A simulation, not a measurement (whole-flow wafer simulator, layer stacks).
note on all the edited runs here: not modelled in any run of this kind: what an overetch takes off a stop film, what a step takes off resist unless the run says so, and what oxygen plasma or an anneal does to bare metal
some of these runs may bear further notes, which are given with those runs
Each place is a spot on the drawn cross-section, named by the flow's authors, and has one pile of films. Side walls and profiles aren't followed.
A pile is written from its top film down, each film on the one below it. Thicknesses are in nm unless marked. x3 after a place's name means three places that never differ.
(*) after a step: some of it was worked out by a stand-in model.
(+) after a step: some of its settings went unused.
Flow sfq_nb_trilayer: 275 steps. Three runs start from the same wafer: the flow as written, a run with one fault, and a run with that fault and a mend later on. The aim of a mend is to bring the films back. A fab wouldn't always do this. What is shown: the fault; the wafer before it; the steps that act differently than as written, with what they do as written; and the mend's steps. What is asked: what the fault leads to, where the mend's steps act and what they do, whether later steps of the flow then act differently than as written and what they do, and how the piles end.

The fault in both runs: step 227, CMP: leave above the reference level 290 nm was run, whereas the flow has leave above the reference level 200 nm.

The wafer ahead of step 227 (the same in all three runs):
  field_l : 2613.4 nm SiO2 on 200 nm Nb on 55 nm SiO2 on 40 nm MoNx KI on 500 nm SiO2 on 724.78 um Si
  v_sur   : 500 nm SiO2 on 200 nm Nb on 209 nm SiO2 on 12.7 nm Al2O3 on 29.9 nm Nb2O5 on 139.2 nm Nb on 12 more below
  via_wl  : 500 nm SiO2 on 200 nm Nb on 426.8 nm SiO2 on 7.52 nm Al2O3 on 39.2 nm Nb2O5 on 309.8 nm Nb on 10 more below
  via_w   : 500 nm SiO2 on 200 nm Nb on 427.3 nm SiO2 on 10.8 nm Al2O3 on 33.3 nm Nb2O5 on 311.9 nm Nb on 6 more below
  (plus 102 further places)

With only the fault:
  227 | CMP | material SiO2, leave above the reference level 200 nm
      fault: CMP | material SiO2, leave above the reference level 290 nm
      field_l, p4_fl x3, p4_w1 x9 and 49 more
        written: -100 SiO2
        fault: -10 SiO2
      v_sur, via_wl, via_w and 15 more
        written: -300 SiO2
        fault: -210 SiO2
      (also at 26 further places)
  Steps later in the flow that act otherwise than as written (not shown: 4 more steps that differ only slightly, by at most 2% or 0.5 nm, whichever is larger):
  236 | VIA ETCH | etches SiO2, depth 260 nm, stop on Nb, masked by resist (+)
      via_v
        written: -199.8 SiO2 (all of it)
        fault: -260 SiO2
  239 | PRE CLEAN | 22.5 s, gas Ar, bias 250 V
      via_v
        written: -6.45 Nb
        fault: -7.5 SiO2
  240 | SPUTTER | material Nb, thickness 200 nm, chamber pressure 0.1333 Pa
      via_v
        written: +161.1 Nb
        fault: +146.9 Nb (new film)
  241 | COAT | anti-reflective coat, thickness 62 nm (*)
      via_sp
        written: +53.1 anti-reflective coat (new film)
        fault: +50 anti-reflective coat (new film)
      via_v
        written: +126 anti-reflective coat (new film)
        fault: +129.5 anti-reflective coat (new film)
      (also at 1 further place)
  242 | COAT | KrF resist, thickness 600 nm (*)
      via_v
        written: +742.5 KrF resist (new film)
        fault: +801.5 KrF resist (new film)
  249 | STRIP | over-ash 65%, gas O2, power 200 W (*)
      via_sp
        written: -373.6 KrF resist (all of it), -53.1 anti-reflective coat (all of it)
        fault: -369.5 KrF resist (all of it), -50 anti-reflective coat (all of it)
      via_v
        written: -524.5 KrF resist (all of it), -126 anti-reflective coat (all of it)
        fault: -583.4 KrF resist (all of it), -129.5 anti-reflective coat (all of it)
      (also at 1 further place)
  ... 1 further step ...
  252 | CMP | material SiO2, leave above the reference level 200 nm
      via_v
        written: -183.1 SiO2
        fault: -157.1 SiO2
  By the end, the piles at field_l, v_sur, via_wl and 103 more depart from the flow's by more than 2% or 0.5 nm, whichever is larger.
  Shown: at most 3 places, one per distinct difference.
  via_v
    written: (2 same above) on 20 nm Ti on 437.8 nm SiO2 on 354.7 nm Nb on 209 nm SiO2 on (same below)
    fault: (2 same above) on 20 nm Ti on 513.3 nm SiO2 on 146.9 nm Nb on 22.3 nm SiO2 on 200 nm Nb on 209 nm SiO2 on (same below)
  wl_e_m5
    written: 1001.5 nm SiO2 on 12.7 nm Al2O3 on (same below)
    fault: 1091.5 nm SiO2 on 12.7 nm Al2O3 on (same below)
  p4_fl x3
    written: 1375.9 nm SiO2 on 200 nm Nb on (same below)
    fault: 1465.9 nm SiO2 on 200 nm Nb on (same below)

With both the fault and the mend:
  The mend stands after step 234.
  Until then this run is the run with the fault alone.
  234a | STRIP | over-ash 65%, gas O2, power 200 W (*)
      field_l, v_sur, via_wl and 102 more
        -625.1 KrF resist (all of it), -62 anti-reflective coat (all of it)
      via_v
        -62 anti-reflective coat (all of it)
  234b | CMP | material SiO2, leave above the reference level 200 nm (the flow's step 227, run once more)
      field_l, v_sur, via_wl and 103 more
        -90 SiO2
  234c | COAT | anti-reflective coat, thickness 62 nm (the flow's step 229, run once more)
      field_l, v_sur, via_wl and 103 more
        +62 anti-reflective coat (new film)
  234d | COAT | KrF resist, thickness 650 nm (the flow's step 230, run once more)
      field_l, v_sur, via_wl and 103 more
        +650 KrF resist (new film)
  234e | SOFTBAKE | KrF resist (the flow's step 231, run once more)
      leaves every film unchanged at each place that is followed
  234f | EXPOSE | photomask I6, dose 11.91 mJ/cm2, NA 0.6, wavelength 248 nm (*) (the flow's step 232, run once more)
      leaves every film unchanged at each place that is followed
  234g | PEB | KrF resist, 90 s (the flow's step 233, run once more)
      field_l, v_sur, via_wl and 103 more
        -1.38 KrF resist
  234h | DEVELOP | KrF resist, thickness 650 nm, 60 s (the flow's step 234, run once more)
      field_l, v_sur, via_wl and 102 more
        -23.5 KrF resist
      via_v
        -648.6 KrF resist (all of it)
  None of the later steps of the flow acts differently than as written at any place that is followed.
  At every place that both follow, the piles at the end match the flow's.
